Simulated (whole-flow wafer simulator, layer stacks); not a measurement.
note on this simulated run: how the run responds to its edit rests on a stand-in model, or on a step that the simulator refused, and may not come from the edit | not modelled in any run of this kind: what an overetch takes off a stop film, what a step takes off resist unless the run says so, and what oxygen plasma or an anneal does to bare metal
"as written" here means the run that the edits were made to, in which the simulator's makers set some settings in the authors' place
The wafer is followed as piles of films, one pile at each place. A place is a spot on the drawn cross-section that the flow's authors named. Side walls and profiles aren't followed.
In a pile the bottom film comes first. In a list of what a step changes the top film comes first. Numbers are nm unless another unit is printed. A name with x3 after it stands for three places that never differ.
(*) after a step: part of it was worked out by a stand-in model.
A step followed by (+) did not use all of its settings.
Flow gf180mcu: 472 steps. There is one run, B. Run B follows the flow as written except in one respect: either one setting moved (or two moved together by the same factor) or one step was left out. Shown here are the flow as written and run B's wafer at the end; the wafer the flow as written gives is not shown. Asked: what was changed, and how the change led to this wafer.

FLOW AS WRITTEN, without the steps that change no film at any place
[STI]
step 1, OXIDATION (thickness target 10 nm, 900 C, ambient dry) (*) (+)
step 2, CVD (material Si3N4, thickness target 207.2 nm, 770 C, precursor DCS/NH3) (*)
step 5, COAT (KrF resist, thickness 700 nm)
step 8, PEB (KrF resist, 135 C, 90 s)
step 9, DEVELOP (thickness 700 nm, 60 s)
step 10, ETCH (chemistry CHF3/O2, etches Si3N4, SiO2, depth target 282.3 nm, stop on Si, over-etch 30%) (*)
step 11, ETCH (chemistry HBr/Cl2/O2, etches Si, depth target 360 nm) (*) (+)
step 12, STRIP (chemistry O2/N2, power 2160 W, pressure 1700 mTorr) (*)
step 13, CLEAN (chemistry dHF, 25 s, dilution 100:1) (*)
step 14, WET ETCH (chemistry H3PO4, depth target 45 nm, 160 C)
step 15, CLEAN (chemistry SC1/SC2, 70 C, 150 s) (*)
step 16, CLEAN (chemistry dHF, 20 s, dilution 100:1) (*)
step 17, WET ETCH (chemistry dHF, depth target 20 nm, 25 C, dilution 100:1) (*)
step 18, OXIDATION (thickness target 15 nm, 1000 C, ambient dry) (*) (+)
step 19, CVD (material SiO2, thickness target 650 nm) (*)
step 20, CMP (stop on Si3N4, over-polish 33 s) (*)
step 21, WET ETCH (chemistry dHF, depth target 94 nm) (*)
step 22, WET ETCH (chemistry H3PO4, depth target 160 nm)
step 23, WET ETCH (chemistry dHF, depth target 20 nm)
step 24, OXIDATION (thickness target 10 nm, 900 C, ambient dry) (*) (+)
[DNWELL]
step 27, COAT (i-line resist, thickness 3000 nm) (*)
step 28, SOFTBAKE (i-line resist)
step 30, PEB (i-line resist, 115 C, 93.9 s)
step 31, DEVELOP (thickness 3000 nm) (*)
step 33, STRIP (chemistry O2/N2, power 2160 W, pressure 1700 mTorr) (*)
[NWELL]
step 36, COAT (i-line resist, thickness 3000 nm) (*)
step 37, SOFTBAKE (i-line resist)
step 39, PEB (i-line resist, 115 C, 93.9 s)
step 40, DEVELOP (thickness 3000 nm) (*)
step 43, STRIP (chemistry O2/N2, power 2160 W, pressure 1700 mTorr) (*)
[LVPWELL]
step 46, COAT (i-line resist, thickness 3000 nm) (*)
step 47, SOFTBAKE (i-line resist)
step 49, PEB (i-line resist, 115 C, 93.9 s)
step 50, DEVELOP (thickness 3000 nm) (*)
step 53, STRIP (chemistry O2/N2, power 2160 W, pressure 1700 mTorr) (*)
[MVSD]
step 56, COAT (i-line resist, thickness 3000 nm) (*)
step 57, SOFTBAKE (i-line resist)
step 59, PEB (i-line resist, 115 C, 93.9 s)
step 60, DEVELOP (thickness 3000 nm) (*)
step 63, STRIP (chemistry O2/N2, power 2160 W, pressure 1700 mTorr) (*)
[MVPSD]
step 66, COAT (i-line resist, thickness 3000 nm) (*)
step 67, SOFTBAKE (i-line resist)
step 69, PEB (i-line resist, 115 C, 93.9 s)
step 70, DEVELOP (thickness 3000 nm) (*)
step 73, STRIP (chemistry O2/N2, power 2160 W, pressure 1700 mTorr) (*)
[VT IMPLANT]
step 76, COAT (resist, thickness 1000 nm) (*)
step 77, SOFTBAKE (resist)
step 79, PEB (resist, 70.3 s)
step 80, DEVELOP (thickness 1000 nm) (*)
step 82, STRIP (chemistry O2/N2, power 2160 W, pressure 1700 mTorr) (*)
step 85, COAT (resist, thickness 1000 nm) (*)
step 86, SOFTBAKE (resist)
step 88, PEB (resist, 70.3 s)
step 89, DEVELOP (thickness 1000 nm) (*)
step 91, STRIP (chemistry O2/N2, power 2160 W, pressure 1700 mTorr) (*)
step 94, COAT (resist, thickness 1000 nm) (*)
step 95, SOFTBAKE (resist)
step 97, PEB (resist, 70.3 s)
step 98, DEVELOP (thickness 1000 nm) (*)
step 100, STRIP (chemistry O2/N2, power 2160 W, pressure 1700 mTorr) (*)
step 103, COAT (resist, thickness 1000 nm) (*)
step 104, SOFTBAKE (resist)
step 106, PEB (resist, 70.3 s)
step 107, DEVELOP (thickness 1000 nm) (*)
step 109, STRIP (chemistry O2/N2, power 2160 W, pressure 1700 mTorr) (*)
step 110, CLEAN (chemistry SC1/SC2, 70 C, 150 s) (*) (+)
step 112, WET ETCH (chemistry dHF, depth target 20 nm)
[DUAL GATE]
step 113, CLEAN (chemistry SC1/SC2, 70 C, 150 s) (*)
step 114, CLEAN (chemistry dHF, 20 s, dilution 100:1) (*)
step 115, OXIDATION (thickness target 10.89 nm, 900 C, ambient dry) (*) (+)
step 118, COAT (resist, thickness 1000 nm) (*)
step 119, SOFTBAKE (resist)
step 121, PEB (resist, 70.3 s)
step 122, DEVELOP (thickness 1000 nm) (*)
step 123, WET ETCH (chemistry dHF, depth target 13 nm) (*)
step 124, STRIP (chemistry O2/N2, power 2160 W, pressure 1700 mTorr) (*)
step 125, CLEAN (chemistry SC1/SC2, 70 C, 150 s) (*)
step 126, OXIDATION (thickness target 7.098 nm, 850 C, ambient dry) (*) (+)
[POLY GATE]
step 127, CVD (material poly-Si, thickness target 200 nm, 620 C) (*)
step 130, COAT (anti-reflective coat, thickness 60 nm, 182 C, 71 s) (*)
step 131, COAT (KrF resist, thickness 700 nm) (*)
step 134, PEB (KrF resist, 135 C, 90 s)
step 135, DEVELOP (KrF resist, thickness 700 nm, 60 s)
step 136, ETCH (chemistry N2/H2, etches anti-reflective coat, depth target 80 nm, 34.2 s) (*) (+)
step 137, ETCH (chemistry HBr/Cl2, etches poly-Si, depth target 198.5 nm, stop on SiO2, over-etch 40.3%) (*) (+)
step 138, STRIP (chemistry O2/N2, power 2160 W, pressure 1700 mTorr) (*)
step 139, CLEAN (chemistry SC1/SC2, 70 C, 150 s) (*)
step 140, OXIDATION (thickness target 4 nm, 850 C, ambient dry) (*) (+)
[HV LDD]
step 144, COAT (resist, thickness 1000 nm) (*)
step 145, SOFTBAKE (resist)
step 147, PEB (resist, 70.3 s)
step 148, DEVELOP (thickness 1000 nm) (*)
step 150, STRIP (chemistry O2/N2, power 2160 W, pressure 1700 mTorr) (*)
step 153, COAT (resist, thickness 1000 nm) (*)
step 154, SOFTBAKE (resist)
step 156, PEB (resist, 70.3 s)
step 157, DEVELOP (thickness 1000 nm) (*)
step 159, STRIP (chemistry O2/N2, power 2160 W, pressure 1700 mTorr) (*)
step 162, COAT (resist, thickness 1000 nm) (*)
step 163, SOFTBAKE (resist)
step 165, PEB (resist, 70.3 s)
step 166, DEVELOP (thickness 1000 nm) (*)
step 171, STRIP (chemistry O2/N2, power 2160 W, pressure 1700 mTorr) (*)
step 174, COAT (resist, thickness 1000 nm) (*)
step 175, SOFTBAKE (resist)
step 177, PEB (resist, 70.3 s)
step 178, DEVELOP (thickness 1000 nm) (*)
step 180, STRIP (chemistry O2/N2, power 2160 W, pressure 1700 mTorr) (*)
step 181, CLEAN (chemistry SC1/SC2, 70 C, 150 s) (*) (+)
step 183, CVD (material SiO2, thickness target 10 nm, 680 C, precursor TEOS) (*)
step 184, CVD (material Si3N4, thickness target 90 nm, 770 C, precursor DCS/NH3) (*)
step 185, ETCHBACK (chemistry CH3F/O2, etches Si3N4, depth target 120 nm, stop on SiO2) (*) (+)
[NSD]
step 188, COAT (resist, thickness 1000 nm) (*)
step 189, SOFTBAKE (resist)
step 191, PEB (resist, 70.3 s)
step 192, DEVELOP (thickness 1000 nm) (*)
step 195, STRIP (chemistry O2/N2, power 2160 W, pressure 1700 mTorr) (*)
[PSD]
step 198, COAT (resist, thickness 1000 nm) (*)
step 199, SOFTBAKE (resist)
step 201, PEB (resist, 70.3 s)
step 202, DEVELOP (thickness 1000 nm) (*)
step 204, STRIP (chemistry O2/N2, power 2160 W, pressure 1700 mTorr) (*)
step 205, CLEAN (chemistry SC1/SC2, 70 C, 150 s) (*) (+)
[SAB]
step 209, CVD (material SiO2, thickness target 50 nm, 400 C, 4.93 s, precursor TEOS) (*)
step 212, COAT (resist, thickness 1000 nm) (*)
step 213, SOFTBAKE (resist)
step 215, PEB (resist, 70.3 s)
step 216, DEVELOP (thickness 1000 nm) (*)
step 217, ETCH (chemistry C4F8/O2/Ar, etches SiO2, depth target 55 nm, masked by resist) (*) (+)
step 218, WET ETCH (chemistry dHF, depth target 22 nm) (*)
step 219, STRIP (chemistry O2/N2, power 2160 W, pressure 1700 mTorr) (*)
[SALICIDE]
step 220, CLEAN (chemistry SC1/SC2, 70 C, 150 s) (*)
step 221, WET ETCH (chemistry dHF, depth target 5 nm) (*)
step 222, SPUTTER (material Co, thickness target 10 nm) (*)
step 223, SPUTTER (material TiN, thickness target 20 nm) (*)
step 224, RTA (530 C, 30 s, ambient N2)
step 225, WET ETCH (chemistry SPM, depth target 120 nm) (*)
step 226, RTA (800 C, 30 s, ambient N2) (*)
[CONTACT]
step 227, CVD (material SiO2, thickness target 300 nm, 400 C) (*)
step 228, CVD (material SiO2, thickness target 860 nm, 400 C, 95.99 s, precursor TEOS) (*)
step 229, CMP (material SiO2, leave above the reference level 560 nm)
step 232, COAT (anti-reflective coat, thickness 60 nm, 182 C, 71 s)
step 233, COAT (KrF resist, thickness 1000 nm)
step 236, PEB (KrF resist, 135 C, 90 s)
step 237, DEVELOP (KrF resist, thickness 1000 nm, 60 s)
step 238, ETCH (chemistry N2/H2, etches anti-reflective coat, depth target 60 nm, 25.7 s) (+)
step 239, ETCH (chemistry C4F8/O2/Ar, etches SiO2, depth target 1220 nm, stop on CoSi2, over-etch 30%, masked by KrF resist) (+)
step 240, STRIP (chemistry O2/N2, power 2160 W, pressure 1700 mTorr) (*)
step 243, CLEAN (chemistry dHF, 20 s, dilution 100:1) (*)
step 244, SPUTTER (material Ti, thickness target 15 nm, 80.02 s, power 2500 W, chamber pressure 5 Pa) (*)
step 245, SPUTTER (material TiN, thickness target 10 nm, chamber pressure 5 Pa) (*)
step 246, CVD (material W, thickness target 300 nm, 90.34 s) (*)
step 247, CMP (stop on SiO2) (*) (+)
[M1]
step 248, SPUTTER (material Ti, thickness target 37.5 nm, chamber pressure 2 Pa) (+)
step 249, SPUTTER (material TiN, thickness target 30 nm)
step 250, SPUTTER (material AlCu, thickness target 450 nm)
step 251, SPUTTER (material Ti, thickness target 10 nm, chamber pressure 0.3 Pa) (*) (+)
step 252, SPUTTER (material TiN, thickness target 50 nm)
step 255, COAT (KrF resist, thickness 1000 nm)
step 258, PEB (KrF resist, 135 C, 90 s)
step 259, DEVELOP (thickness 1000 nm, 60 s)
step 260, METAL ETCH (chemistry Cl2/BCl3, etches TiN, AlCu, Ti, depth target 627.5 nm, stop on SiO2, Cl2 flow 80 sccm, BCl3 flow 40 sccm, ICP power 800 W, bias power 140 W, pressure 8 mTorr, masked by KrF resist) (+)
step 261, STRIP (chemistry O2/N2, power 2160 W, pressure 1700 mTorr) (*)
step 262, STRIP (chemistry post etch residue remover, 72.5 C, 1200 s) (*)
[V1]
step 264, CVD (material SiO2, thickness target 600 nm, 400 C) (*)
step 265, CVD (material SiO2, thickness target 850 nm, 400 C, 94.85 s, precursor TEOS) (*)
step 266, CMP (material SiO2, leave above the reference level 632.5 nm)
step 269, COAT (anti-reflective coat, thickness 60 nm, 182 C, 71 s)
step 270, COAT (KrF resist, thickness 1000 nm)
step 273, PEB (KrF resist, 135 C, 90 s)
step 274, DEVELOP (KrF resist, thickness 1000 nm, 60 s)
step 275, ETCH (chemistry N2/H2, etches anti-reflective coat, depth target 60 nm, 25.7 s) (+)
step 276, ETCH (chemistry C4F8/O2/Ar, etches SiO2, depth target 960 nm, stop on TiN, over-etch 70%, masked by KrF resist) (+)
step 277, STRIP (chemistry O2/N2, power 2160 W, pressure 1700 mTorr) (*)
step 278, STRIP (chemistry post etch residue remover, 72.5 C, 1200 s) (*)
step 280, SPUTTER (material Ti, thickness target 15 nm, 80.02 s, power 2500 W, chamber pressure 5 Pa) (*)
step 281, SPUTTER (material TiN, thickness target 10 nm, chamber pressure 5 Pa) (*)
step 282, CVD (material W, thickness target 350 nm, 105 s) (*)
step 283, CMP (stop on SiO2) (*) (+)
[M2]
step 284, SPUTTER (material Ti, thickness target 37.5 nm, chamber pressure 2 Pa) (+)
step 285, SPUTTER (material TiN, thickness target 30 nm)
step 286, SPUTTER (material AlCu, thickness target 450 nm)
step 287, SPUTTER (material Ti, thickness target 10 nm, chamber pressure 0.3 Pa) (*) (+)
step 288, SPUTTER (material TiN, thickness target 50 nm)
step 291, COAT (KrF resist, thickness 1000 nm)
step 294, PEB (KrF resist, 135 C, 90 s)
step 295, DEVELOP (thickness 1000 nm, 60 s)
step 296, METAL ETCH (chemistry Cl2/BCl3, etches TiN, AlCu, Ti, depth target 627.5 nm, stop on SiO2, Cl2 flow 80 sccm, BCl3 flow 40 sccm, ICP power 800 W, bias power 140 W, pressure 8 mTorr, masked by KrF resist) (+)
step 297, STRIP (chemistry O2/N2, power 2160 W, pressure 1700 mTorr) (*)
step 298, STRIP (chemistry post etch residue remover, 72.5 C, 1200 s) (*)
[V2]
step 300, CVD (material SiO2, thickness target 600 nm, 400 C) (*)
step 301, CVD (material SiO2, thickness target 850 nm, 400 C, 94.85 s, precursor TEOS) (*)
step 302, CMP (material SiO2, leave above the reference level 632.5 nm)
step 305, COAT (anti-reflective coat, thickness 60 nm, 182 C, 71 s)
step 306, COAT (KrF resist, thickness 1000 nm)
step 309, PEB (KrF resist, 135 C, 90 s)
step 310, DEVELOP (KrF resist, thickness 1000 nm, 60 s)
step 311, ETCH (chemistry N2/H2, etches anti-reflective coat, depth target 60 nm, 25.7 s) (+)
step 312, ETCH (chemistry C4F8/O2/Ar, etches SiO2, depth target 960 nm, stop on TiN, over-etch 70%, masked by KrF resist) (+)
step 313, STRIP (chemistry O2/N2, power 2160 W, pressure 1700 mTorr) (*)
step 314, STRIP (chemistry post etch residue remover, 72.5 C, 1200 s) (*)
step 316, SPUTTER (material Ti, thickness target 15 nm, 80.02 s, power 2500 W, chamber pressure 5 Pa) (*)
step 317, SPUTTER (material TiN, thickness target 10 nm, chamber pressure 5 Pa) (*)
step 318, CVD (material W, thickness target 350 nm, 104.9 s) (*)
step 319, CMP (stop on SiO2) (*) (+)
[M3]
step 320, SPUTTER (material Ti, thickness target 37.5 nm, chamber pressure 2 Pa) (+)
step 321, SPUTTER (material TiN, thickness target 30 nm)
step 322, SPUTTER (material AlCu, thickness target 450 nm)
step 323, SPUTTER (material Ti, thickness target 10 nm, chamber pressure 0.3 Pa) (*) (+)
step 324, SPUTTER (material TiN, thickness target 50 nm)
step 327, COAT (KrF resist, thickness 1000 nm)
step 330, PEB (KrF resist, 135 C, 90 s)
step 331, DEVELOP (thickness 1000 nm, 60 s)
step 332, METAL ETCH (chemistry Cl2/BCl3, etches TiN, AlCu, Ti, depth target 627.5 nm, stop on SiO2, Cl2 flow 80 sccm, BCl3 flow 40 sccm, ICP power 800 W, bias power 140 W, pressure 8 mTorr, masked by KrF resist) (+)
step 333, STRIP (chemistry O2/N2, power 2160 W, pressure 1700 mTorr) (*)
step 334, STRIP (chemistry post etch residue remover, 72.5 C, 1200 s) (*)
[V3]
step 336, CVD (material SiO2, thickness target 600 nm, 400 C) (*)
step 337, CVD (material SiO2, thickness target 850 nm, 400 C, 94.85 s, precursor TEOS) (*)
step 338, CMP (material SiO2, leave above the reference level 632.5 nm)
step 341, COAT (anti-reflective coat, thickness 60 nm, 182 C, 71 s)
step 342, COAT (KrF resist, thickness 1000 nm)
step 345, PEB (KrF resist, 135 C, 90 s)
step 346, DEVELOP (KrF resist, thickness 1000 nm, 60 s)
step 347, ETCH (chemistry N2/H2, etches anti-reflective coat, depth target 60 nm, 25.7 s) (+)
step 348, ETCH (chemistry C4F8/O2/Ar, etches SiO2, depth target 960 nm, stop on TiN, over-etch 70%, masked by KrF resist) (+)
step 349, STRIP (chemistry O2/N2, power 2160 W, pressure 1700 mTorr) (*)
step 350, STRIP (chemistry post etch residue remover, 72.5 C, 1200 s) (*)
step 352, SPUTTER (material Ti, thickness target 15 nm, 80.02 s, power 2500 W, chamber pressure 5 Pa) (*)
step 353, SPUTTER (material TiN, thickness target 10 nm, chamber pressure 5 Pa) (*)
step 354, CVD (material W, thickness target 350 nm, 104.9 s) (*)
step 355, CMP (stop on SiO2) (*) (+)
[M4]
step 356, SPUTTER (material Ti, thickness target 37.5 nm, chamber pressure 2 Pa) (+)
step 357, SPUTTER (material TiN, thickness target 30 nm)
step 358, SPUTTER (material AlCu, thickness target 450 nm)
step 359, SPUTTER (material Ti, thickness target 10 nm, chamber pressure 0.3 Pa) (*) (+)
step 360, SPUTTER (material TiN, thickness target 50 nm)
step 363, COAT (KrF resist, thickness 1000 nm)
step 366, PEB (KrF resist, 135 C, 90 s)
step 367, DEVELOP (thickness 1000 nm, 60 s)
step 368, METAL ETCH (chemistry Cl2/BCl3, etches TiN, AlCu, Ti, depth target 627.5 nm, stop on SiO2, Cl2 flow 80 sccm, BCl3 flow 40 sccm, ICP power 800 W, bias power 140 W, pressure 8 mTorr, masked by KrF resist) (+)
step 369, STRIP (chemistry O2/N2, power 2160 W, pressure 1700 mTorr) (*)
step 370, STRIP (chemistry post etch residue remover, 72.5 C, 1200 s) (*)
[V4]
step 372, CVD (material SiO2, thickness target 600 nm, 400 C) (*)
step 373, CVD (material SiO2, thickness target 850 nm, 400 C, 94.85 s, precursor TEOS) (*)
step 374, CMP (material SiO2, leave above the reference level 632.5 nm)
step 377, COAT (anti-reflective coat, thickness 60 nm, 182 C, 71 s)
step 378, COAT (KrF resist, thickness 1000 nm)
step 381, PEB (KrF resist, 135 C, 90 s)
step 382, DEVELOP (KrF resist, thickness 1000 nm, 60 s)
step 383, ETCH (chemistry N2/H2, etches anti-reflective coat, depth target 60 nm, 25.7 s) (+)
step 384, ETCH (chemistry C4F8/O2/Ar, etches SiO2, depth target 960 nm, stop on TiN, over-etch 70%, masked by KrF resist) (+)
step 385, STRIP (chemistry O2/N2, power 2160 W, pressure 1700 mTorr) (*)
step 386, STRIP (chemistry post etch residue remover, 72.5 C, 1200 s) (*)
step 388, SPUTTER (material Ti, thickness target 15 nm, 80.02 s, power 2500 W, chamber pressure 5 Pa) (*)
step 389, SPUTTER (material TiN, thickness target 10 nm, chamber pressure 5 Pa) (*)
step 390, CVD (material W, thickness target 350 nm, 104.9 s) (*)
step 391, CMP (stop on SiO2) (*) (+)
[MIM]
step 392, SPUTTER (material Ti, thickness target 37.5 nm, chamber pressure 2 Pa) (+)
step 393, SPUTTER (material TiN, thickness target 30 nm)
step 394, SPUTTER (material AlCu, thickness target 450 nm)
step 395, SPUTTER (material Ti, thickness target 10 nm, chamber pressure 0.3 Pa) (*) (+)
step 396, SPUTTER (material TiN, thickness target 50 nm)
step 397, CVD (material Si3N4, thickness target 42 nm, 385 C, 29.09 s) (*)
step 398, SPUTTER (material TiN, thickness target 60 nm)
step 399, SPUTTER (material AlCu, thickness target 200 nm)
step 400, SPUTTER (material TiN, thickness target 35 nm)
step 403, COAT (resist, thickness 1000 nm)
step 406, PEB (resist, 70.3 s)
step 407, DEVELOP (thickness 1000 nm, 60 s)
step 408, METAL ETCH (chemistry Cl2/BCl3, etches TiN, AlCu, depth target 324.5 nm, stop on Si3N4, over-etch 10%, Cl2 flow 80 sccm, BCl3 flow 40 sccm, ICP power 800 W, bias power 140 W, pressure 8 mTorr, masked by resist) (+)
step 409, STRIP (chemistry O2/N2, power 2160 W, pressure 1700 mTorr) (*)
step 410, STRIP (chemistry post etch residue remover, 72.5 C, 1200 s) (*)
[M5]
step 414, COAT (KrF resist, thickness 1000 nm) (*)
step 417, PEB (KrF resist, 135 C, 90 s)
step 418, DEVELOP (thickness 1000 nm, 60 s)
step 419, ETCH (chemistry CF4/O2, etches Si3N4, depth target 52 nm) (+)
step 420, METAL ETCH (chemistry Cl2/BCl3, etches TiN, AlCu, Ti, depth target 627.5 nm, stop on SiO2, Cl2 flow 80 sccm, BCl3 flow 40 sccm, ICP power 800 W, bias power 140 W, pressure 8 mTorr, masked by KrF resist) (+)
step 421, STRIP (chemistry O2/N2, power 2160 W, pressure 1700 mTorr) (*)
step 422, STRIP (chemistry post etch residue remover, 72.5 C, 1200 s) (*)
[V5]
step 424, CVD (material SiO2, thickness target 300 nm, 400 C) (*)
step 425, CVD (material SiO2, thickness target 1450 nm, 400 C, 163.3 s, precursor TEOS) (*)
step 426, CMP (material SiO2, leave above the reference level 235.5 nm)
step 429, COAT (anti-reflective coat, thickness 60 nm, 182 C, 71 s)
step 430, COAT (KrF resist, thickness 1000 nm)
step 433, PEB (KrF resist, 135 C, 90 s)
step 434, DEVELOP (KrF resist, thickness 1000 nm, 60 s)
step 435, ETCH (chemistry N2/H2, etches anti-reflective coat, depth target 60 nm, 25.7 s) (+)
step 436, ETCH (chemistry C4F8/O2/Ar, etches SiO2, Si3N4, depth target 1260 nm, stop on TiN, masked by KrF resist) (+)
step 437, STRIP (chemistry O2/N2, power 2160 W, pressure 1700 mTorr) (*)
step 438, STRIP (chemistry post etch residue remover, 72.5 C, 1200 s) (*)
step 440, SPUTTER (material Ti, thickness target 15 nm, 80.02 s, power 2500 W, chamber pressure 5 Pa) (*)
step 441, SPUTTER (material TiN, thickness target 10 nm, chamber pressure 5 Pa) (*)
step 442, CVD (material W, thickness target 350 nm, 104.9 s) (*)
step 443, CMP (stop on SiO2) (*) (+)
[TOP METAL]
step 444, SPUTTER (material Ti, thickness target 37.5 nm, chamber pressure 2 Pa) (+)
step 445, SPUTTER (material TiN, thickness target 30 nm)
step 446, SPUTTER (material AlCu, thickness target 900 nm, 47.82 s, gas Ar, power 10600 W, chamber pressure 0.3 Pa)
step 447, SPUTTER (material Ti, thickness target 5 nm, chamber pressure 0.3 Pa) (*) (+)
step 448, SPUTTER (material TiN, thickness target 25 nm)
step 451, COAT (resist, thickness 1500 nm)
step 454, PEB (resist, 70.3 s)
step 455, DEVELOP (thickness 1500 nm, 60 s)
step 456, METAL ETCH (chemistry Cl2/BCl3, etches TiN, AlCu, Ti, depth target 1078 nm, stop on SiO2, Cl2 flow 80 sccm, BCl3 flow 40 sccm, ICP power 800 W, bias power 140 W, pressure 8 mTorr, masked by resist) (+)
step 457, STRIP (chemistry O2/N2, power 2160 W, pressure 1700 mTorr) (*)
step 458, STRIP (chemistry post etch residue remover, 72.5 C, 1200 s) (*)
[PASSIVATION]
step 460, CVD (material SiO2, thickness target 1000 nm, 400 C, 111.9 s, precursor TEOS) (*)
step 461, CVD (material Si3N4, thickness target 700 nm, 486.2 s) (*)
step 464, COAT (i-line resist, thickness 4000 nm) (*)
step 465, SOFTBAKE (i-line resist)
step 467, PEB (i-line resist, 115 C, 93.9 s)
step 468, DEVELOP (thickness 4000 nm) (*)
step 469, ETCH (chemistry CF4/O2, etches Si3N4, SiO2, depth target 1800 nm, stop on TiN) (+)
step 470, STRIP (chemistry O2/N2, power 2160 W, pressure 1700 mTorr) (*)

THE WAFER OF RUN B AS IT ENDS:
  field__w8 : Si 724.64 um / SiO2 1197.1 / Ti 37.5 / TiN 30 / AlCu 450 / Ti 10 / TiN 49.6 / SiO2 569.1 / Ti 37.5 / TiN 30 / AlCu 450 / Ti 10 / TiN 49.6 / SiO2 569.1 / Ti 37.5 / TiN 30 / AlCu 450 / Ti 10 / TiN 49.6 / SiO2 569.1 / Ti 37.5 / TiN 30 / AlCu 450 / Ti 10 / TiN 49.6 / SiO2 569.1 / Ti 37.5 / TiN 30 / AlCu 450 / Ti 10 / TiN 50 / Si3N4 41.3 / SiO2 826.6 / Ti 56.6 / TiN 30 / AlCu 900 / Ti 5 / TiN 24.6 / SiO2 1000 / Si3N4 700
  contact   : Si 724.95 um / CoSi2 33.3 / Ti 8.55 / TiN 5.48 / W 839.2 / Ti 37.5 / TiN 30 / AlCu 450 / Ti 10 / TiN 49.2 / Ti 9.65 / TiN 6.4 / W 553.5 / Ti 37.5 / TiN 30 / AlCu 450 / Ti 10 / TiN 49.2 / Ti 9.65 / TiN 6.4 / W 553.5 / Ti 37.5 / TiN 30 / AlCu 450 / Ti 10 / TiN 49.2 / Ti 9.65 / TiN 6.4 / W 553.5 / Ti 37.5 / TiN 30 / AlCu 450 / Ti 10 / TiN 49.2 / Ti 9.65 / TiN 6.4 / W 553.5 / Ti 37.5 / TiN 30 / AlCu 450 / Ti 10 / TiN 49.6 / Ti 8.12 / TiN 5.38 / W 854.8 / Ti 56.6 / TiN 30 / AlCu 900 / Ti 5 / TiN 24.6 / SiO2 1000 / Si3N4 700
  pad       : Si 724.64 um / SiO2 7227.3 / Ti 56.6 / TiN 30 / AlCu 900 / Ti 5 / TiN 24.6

What caused this: step 444, SPUTTER: thickness target 56.6 nm was run, though the flow has thickness target 37.5 nm.
The wafer itself shows it: field__w8 has Ti 56.6, and step 444 as written asks for 37.5 nm.

The path from the change to this, step by step:
  step 444, SPUTTER (material Ti, thickness target 37.5 nm, chamber pressure 2 Pa) (+)
      field, field__w1, field__w2 and 109 more: Ti gains 56.6 (new film) (in the flow as written it would be: Ti gains 37.5 (new film))
  step 456, METAL ETCH (chemistry Cl2/BCl3, etches TiN, AlCu, Ti, depth target 1078 nm, stop on SiO2, Cl2 flow 80 sccm, BCl3 flow 40 sccm, ICP power 800 W, bias power 140 W, pressure 8 mTorr, masked by resist) (+)
      field, field__w1, field__w2 and 103 more: TiN loses 25 (all of it), Ti loses 5 (all of it), AlCu loses 900 (all of it), TiN loses 30 (all of it), Ti loses 56.6 (all of it) (in the flow as written it would be: TiN loses 25 (all of it), Ti loses 5 (all of it), AlCu loses 900 (all of it), TiN loses 30 (all of it), Ti loses 37.5 (all of it))
  step 465, SOFTBAKE (i-line resist)
      gate: i-line resist loses 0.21 (in the flow as written it would be: i-line resist gains 1.79)
      ld_acc_p, ld_fp_p, ld_drift_p: i-line resist gains 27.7 (in the flow as written it would be: i-line resist gains 33.8)
      (also at 62 further places)
